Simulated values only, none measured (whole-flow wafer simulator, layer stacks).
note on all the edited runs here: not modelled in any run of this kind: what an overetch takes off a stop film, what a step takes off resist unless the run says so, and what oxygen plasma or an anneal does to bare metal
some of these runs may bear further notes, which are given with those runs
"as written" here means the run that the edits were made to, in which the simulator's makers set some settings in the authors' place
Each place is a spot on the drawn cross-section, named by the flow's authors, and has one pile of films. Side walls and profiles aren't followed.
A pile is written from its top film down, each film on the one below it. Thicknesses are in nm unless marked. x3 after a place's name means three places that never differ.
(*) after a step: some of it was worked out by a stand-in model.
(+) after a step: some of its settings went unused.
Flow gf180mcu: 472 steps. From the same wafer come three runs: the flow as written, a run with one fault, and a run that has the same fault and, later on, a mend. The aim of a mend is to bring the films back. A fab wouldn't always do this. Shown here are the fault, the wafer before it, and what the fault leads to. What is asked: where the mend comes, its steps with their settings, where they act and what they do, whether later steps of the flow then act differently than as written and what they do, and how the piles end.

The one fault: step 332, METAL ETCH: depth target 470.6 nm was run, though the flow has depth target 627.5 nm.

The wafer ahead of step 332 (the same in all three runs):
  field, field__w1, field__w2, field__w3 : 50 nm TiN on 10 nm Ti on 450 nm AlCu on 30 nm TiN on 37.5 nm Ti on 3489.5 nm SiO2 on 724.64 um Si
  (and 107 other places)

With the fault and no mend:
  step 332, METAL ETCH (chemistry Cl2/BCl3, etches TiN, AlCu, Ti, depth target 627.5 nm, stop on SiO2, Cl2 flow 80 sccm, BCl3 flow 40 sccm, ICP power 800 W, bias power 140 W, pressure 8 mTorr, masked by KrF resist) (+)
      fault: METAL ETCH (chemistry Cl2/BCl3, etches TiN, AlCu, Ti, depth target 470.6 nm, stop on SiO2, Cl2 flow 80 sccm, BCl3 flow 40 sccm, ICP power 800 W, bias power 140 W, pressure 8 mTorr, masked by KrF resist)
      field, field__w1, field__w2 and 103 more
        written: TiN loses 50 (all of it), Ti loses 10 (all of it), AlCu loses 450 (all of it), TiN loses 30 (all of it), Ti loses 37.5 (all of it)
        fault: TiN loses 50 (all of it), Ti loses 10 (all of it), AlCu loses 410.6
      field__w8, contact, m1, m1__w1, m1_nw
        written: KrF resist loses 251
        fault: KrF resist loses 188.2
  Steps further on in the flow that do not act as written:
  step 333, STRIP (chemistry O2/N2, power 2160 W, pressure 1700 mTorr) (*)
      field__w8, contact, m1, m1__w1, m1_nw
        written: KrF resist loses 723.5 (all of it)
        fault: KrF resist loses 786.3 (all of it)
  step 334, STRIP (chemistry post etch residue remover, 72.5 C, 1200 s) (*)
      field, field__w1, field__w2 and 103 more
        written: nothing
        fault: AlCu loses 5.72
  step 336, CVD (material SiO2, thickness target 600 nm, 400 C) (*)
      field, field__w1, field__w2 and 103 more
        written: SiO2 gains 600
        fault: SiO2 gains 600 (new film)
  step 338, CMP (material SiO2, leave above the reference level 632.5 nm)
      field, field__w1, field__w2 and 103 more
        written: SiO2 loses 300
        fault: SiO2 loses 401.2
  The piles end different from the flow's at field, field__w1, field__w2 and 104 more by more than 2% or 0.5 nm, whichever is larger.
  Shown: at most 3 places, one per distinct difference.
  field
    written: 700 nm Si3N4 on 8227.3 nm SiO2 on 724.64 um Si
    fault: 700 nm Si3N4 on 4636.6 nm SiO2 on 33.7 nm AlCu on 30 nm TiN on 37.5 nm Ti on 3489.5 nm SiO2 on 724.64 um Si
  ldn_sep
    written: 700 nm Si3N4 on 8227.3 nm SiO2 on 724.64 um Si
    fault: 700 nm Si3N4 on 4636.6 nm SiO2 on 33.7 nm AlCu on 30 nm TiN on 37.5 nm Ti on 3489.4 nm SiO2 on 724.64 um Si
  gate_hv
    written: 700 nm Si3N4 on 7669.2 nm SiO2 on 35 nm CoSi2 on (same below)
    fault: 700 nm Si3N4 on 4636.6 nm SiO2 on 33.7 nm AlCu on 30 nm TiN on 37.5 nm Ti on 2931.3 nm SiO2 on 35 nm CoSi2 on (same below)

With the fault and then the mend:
  The mend follows step 334.
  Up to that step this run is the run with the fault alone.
  step 334a, DEHYDRATE (200 C, 60 s) (the flow's step 325 again)
      does not change any film at any place that is followed
  step 334b, HMDS (120 C, 60 s) (the flow's step 326 again)
      does not change any film at any place that is followed
  step 334c, COAT (KrF resist, thickness 1000 nm) (*) (the flow's step 327 again)
      iso_ptap_pw, iso_ntap_nw, iso_nw_fld and 33 more
        KrF resist gains 1000 (new film)
      field__w1, field_sub, field_sub__w1 and 10 more
        KrF resist gains 1002.7 (new film)
      field__w13, p_well, sti and 7 more
        KrF resist gains 1003.1 (new film)
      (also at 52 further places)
  step 334d, SOFTBAKE (KrF resist) (the flow's step 328 again)
      does not change any film at any place that is followed
  step 334e, EXPOSE (photomask Metal3) (the flow's step 329 again)
      does not change any film at any place that is followed
  step 334f, PEB (KrF resist, 135 C, 90 s) (the flow's step 330 again)
      field__w1, field__w2, field__w3 and 56 more
        KrF resist loses 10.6
      iso_ptap_pw, iso_ntap_nw, iso_nw_fld and 33 more
        KrF resist loses 10.5
      gate_hv, sd_p, nw_sep_fld, polyc_n, polyc_n_rim
        KrF resist loses 10.7
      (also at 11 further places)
  step 334g, DEVELOP (thickness 1000 nm, 60 s) (the flow's step 331 again)
      iso_ptap_pw, iso_ntap_nw, iso_nw_fld and 33 more
        KrF resist loses 989.5 (all of it)
      field_sub, field_sub__w1, field_sub__w2 and 13 more
        KrF resist loses 992.2 (all of it)
      p_well, sti, spacer and 7 more
        KrF resist loses 992.5 (all of it)
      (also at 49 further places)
  step 334h, METAL ETCH (chemistry Cl2/BCl3, etches TiN, AlCu, Ti, depth target 156.9 nm, stop on SiO2, Cl2 flow 80 sccm, BCl3 flow 40 sccm, ICP power 800 W, bias power 140 W, pressure 8 mTorr, masked by KrF resist) (+) (the flow's step 332 again, with other settings)
      field, field__w1, field__w2 and 103 more
        AlCu loses 33.7 (all of it), TiN loses 30 (all of it), Ti loses 37.5 (all of it)
      field__w8, contact, m1, m1__w1, m1_nw
        KrF resist loses 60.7
  step 334i, STRIP (chemistry O2/N2, power 2160 W, pressure 1700 mTorr) (*) (the flow's step 333 again)
      field__w8
        KrF resist loses 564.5 (all of it)
      contact
        KrF resist loses 562.4 (all of it)
      m1
        KrF resist loses 565.3 (all of it)
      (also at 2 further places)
  step 334j, STRIP (chemistry post etch residue remover, 72.5 C, 1200 s) (*) (the flow's step 334 again)
      field__w8, contact, m1, m1__w1, m1_nw
        TiN loses 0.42
  None of the later steps of the flow differs from how it acts as written, at any place that is followed, by more than 2% or 0.5 nm, whichever is larger.
  When the end is reached, the piles differ only a little from the flow's at the places that both follow, at most by 2% or 0.5 nm, whichever is larger.
